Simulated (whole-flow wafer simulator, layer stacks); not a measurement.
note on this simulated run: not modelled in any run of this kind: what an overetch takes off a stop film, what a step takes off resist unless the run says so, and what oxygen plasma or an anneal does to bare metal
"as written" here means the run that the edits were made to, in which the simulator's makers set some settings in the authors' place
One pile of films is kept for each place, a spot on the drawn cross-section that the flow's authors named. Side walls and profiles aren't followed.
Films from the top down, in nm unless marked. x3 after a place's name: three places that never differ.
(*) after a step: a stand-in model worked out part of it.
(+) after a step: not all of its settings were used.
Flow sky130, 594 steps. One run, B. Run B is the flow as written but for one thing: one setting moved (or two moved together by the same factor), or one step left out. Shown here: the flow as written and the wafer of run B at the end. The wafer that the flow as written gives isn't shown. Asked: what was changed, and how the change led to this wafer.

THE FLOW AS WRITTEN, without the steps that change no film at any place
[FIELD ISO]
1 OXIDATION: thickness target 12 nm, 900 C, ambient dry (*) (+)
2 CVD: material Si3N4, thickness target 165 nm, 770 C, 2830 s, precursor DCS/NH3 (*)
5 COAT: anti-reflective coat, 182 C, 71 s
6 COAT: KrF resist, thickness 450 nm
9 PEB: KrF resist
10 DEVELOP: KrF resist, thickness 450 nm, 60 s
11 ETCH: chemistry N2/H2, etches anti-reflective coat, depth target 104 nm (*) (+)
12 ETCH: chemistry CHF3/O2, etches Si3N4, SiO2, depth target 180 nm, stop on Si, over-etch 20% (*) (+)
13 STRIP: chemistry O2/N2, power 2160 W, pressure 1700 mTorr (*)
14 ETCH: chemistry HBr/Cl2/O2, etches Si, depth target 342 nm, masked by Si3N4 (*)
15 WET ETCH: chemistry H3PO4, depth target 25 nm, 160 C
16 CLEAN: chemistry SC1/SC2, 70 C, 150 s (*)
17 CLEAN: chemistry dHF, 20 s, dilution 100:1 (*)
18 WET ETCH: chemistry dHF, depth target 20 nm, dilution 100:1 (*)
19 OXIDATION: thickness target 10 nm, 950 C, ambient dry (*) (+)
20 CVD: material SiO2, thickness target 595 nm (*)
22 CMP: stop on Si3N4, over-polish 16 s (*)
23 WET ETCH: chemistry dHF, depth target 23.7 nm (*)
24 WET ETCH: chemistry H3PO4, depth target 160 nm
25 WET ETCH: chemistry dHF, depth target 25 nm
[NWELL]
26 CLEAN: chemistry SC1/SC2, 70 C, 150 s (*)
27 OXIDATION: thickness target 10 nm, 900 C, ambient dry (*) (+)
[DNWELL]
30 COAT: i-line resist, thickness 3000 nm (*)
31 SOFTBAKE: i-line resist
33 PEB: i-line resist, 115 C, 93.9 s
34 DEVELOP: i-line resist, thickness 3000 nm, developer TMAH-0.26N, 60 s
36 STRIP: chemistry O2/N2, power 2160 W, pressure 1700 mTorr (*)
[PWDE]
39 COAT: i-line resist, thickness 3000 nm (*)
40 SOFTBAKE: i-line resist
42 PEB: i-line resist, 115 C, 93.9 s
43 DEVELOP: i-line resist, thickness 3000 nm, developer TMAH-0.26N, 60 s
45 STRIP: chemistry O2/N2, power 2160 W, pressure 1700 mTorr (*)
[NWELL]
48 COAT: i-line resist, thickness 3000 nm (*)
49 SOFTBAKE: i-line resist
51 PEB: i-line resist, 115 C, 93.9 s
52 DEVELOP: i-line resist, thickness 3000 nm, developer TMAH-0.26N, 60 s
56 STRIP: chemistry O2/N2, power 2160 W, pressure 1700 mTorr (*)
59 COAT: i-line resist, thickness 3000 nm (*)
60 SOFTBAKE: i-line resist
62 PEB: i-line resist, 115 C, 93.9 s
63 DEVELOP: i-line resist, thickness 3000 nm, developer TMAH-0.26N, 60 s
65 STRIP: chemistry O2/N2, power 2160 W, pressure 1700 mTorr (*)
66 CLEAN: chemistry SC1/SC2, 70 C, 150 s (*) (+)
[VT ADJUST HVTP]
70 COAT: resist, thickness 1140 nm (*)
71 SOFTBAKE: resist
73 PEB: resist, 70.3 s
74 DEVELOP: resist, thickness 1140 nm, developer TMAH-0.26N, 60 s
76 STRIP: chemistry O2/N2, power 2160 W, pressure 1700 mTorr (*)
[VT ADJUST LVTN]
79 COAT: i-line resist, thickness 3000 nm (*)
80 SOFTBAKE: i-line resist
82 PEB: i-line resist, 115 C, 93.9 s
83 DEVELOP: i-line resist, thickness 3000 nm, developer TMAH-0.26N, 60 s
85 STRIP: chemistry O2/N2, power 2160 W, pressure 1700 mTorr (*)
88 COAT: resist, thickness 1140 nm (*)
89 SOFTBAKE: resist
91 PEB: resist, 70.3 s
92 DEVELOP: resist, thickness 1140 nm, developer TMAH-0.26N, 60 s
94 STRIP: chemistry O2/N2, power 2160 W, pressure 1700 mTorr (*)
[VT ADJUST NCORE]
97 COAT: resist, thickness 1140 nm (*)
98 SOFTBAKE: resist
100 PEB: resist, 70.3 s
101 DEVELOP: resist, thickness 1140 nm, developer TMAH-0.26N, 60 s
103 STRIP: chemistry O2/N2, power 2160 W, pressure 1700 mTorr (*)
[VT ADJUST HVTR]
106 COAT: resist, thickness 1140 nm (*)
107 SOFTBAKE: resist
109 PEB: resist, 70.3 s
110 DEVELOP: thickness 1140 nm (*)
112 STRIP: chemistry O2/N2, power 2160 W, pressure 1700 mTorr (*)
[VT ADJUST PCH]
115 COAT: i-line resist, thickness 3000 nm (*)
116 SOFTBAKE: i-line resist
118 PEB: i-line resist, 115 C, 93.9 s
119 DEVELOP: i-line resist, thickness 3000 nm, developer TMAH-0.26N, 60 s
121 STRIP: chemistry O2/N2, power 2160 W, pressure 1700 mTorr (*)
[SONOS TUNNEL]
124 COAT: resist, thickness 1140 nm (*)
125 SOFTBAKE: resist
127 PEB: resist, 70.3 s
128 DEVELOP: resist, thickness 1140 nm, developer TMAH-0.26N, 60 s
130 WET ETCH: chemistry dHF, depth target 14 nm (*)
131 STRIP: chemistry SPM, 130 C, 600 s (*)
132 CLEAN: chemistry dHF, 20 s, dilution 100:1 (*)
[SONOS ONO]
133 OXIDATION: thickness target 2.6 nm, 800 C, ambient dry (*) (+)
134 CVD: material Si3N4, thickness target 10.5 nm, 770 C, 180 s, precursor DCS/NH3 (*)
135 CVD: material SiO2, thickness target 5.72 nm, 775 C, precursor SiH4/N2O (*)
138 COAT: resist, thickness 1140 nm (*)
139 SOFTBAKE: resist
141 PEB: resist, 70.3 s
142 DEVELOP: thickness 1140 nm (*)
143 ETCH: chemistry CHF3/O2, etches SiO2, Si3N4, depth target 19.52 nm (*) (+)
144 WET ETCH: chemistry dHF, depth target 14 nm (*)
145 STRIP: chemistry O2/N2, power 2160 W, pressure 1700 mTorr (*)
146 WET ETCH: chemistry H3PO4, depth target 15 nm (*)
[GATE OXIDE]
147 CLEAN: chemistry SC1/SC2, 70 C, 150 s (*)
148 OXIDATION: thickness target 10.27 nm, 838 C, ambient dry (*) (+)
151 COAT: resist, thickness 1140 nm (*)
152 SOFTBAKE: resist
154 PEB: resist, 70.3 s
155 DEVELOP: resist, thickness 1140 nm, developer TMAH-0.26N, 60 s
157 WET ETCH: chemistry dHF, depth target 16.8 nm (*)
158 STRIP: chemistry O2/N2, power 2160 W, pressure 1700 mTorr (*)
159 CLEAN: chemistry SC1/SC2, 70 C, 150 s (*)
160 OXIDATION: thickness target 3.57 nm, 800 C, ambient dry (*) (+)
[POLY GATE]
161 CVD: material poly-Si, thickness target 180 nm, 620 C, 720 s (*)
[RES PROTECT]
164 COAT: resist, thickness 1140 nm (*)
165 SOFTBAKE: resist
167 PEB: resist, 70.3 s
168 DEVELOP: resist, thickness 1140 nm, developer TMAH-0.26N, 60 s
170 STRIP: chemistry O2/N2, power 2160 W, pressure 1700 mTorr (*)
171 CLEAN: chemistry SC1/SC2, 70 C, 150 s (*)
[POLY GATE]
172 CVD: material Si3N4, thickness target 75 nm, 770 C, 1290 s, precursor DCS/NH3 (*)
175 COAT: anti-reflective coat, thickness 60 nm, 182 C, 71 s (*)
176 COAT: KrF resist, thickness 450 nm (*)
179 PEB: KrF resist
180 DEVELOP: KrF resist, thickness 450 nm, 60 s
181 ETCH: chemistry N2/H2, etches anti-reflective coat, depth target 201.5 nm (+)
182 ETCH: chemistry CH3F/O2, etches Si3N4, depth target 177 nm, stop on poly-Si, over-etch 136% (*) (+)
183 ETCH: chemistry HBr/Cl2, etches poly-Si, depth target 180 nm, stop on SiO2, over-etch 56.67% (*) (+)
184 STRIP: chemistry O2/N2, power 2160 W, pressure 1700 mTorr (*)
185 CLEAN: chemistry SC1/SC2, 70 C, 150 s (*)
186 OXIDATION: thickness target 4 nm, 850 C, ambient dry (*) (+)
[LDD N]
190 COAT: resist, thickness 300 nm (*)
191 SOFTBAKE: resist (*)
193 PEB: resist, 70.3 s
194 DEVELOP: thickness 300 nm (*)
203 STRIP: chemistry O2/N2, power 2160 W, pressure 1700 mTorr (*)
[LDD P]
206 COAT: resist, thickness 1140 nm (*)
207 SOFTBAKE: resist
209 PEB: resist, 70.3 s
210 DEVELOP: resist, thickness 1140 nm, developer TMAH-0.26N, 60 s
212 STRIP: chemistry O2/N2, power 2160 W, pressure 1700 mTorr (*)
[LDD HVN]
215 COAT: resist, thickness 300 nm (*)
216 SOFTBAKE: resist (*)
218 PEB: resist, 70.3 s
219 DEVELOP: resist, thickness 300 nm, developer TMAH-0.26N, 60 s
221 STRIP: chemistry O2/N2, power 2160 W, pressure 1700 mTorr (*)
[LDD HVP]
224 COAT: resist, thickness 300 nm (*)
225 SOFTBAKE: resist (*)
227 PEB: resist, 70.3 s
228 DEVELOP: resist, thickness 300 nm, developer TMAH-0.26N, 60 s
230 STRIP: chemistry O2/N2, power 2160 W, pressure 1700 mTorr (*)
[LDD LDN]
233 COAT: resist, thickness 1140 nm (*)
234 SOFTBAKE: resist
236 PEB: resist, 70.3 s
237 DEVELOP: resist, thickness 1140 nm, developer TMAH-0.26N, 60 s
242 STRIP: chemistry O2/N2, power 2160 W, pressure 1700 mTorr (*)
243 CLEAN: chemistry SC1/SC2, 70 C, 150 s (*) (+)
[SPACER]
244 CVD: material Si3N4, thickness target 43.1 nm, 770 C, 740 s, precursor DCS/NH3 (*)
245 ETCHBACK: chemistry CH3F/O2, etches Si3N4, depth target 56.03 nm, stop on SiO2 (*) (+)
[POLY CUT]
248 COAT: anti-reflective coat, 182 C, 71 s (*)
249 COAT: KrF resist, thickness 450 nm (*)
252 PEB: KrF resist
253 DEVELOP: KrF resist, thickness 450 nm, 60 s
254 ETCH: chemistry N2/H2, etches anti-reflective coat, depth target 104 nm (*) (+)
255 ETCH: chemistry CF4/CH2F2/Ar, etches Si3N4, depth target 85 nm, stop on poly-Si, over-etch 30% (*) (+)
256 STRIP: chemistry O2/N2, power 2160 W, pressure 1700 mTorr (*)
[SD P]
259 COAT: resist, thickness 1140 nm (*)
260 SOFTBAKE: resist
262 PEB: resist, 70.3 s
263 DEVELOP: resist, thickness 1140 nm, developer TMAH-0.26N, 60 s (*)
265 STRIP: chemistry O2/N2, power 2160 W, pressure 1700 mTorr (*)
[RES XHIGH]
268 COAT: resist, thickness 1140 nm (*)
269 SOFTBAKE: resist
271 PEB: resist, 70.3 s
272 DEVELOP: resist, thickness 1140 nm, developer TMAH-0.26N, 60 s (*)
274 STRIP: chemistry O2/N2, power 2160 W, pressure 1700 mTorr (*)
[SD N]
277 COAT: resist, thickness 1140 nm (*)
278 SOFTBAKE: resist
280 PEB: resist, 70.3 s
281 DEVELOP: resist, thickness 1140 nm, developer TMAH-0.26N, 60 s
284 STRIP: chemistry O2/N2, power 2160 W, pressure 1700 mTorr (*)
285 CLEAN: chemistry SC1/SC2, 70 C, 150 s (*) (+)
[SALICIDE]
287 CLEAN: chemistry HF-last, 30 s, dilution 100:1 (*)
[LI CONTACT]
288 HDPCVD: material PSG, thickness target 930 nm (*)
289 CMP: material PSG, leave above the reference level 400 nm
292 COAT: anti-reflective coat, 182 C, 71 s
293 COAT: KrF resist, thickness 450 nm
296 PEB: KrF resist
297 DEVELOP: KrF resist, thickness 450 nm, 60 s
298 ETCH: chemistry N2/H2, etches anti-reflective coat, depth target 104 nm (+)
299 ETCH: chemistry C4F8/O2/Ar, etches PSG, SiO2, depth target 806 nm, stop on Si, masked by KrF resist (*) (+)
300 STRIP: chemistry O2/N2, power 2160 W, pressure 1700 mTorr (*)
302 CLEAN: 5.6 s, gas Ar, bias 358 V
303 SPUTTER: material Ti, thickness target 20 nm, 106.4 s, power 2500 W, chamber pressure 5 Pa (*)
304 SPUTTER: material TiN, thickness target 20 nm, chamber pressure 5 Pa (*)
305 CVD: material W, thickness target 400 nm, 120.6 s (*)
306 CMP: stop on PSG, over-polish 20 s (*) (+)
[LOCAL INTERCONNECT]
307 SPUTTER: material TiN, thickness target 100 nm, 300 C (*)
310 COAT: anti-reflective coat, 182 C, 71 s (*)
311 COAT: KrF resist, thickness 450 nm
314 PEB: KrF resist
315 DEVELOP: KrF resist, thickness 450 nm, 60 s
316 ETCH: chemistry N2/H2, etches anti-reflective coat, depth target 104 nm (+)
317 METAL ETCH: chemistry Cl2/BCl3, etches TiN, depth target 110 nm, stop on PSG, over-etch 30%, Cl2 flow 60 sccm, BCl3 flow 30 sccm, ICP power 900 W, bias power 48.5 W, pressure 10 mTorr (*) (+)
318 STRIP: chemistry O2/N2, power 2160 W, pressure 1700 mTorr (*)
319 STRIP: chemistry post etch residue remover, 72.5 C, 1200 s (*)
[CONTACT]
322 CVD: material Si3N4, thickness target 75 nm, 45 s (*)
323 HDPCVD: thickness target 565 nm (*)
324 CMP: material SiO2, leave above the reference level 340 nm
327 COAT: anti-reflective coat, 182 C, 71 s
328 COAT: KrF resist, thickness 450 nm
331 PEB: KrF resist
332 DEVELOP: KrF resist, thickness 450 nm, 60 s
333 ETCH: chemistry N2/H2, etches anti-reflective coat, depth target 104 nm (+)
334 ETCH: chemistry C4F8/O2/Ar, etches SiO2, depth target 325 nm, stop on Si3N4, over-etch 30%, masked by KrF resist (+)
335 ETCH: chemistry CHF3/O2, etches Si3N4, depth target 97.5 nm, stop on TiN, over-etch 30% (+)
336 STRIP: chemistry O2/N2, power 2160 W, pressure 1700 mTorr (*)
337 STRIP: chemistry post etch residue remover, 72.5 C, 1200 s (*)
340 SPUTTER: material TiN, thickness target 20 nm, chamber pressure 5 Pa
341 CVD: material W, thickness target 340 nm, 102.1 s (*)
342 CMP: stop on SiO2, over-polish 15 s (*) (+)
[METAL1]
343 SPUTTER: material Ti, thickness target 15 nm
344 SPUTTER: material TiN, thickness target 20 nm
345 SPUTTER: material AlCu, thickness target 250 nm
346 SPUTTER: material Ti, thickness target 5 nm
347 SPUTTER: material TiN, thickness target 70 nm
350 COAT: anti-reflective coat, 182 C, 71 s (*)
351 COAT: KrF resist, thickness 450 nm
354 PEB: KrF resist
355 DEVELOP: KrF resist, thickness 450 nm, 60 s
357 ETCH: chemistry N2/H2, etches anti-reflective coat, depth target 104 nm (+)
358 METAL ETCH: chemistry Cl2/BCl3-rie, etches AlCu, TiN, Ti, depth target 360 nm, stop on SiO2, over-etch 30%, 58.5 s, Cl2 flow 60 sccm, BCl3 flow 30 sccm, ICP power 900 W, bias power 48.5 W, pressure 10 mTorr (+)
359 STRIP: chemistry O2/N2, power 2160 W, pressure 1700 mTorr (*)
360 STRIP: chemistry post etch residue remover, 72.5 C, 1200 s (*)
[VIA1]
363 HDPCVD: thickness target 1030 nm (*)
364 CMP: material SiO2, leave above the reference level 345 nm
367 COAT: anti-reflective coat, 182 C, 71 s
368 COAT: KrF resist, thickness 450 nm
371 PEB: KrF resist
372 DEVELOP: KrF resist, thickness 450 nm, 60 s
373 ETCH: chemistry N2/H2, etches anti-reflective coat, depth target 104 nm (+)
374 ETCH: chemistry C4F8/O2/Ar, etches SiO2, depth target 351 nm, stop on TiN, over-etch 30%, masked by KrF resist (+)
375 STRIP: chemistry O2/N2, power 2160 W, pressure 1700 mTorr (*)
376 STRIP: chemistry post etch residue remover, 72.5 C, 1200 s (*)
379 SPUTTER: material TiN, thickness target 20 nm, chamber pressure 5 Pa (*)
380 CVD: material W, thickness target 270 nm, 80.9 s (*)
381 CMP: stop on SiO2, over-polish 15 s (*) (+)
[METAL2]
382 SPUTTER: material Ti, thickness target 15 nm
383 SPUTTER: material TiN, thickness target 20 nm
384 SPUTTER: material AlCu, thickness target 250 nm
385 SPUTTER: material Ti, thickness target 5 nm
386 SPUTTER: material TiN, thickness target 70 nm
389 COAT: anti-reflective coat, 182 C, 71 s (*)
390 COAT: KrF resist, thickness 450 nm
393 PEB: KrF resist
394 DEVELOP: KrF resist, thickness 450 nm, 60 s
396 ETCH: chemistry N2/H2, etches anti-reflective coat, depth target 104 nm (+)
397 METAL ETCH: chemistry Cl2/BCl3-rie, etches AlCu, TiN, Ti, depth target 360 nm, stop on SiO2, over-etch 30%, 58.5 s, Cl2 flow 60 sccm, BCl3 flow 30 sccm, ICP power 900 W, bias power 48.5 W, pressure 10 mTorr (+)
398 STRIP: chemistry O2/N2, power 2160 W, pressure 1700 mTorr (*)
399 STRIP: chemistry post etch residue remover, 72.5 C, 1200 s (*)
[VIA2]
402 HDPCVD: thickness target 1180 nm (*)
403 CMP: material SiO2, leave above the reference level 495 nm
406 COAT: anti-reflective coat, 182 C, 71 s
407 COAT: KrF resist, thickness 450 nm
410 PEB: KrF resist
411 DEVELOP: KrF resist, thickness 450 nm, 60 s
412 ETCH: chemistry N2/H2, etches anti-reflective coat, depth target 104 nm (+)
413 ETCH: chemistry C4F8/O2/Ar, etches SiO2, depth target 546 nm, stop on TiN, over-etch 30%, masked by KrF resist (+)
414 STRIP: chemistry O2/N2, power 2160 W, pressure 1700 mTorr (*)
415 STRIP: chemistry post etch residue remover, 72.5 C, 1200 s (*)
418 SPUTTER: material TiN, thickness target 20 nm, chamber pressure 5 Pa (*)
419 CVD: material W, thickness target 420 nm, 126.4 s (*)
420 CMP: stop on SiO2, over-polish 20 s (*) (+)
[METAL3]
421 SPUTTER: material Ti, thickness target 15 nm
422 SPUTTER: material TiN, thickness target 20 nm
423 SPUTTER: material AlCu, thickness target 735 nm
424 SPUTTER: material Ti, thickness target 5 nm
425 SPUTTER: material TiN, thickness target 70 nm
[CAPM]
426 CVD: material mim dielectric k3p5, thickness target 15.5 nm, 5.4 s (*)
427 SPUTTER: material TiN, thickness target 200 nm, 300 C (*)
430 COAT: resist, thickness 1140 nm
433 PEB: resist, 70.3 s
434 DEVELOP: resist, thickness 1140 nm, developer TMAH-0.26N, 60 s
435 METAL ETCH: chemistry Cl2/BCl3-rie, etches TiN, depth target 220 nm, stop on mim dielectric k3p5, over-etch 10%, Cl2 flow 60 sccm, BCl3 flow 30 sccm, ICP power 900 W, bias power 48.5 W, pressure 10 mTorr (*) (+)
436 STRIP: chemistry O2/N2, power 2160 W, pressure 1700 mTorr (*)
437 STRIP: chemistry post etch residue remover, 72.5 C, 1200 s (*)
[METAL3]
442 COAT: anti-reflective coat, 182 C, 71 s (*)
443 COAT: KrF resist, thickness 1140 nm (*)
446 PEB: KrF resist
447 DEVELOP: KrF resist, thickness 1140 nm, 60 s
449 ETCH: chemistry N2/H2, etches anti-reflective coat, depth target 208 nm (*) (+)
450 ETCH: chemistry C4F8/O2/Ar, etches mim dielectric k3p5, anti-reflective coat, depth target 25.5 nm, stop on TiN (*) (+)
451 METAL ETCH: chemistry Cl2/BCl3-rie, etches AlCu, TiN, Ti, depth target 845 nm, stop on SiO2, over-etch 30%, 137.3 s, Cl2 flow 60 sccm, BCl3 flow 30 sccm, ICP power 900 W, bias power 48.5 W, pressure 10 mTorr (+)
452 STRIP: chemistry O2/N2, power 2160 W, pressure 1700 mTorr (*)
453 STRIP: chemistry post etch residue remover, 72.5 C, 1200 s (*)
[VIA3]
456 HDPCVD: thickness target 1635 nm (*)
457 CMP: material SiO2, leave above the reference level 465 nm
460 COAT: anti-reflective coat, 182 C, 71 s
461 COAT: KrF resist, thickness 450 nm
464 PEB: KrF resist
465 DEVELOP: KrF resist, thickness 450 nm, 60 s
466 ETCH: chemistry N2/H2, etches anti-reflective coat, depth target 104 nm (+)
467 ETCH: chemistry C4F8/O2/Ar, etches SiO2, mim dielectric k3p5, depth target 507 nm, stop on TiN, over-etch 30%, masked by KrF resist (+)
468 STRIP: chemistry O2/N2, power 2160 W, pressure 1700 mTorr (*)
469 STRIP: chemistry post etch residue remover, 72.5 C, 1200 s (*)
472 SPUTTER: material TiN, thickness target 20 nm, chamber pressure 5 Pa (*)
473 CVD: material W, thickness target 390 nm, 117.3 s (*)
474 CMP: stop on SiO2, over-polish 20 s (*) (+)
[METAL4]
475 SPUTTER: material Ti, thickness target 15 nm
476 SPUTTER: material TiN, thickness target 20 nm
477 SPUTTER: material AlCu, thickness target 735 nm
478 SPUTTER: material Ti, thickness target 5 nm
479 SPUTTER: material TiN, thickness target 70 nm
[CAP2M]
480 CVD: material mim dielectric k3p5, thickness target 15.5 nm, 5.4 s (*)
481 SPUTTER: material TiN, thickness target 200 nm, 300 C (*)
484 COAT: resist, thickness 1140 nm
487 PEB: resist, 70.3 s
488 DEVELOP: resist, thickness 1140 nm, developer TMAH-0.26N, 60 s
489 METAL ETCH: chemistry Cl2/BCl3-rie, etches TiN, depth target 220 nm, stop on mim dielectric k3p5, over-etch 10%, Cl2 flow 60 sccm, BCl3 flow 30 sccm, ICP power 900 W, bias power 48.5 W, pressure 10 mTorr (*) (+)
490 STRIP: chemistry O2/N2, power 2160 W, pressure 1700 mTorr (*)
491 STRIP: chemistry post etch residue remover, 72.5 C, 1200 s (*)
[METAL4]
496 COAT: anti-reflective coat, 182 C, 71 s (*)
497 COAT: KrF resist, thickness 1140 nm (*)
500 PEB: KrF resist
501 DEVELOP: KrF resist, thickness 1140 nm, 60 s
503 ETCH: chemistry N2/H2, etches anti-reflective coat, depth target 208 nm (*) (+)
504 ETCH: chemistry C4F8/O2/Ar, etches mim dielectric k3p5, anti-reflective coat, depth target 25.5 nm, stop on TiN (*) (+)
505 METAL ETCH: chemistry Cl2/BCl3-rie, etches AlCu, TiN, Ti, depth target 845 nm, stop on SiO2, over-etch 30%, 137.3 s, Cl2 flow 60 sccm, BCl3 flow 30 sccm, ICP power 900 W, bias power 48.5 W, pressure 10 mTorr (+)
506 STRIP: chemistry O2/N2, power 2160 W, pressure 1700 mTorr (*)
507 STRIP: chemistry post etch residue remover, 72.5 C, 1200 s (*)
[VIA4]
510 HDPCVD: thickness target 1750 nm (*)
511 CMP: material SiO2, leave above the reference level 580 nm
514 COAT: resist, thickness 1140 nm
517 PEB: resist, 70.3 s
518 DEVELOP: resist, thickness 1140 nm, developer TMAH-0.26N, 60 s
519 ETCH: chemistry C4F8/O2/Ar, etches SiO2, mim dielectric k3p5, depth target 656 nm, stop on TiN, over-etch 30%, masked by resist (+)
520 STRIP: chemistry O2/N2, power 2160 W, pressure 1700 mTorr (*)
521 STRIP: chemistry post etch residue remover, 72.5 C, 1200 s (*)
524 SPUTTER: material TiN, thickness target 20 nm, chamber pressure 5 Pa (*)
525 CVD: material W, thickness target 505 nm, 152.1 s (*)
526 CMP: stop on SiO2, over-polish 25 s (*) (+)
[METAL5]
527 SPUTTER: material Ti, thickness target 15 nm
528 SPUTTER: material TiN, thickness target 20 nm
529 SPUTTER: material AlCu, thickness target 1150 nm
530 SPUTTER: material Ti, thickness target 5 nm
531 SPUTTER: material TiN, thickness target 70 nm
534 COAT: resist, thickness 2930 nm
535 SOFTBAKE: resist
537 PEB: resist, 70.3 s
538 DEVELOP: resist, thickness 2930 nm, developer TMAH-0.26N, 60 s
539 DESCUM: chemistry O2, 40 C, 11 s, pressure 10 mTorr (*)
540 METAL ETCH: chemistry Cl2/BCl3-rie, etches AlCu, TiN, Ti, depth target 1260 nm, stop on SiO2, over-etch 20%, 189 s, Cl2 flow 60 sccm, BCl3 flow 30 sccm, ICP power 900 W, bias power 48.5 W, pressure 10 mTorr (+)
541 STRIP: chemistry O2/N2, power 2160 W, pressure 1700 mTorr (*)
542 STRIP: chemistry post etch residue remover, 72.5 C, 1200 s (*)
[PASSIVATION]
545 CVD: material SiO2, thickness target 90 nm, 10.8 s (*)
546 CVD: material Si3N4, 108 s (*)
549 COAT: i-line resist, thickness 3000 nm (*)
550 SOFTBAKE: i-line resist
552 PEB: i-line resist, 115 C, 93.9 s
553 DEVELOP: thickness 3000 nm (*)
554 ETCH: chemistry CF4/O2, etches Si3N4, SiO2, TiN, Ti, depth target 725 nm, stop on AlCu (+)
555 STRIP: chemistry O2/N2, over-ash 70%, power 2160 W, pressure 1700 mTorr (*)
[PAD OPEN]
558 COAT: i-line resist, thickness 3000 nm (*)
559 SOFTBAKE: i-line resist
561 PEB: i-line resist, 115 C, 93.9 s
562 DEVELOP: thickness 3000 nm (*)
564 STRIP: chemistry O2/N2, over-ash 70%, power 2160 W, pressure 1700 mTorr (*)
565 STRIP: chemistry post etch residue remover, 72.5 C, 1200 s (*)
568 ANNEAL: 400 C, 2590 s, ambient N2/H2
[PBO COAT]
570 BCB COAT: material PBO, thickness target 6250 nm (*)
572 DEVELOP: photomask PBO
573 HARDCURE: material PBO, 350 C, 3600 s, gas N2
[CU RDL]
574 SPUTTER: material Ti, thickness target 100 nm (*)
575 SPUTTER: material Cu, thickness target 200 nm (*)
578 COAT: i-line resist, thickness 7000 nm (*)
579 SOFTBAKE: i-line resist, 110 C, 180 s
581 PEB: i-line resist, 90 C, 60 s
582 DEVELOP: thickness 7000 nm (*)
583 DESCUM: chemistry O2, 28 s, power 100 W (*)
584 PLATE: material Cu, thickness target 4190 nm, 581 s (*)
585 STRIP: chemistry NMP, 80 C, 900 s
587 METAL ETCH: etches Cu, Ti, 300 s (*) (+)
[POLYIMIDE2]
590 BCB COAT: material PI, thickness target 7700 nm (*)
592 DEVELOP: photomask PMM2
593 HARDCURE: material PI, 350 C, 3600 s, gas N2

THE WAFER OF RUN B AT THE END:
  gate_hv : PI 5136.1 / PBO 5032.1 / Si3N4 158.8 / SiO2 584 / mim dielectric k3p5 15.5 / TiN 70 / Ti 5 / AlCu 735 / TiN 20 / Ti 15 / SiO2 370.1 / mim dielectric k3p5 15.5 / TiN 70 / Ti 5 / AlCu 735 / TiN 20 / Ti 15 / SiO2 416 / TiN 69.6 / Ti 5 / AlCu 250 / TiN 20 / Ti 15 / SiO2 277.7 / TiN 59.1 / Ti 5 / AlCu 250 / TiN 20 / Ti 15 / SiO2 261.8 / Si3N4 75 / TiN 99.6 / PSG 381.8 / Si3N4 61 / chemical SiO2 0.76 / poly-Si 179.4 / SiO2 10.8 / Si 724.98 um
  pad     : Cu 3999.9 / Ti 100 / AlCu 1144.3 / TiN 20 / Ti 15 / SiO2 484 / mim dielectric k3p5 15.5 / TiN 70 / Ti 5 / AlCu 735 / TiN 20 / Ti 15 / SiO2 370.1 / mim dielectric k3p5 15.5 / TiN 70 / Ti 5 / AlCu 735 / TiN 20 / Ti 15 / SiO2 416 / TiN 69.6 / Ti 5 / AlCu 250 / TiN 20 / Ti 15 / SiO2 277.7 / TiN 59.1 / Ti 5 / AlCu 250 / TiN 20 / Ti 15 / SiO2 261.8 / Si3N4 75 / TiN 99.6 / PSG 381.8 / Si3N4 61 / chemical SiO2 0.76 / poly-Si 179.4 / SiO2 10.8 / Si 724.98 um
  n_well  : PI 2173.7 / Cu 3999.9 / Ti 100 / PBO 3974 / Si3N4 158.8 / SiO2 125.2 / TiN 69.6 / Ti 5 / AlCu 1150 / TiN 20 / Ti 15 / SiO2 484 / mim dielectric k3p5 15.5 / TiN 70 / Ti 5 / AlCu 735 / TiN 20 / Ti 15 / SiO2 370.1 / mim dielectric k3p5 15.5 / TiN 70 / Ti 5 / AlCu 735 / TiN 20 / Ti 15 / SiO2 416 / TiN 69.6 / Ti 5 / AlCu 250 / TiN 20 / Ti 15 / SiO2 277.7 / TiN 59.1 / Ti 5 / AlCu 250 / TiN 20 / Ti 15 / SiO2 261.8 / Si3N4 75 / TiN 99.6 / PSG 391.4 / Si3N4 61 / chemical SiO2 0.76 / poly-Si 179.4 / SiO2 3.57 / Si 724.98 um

The cause: step 347, SPUTTER: thickness target 59.5 nm was run, where the flow has thickness target 70 nm.

How the change led to this, step by step:
  347 SPUTTER: material TiN, thickness target 70 nm
      field, active, n_well and 188 more: TiN +59.5 (new film) (as written it would be: TiN +70 (new film))
  358 METAL ETCH: chemistry Cl2/BCl3-rie, etches AlCu, TiN, Ti, depth target 360 nm, stop on SiO2, over-etch 30%, 58.5 s, Cl2 flow 60 sccm, BCl3 flow 30 sccm, ICP power 900 W, bias power 48.5 W, pressure 10 mTorr (+)
      field, active, gate and 81 more: TiN -58.2 (all of it), Ti -5 (all of it), AlCu -250 (all of it), TiN -20 (all of it), Ti -15 (all of it), SiO2 -12 (as written it would be: TiN -68.7 (all of it), Ti -5 (all of it), AlCu -250 (all of it), TiN -20 (all of it), Ti -15 (all of it), SiO2 -10.9)
  374 ETCH: chemistry C4F8/O2/Ar, etches SiO2, depth target 351 nm, stop on TiN, over-etch 30%, masked by KrF resist (+)
      m1, via1_hole: SiO2 -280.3 (all of it) (as written it would be: SiO2 -269.8 (all of it))
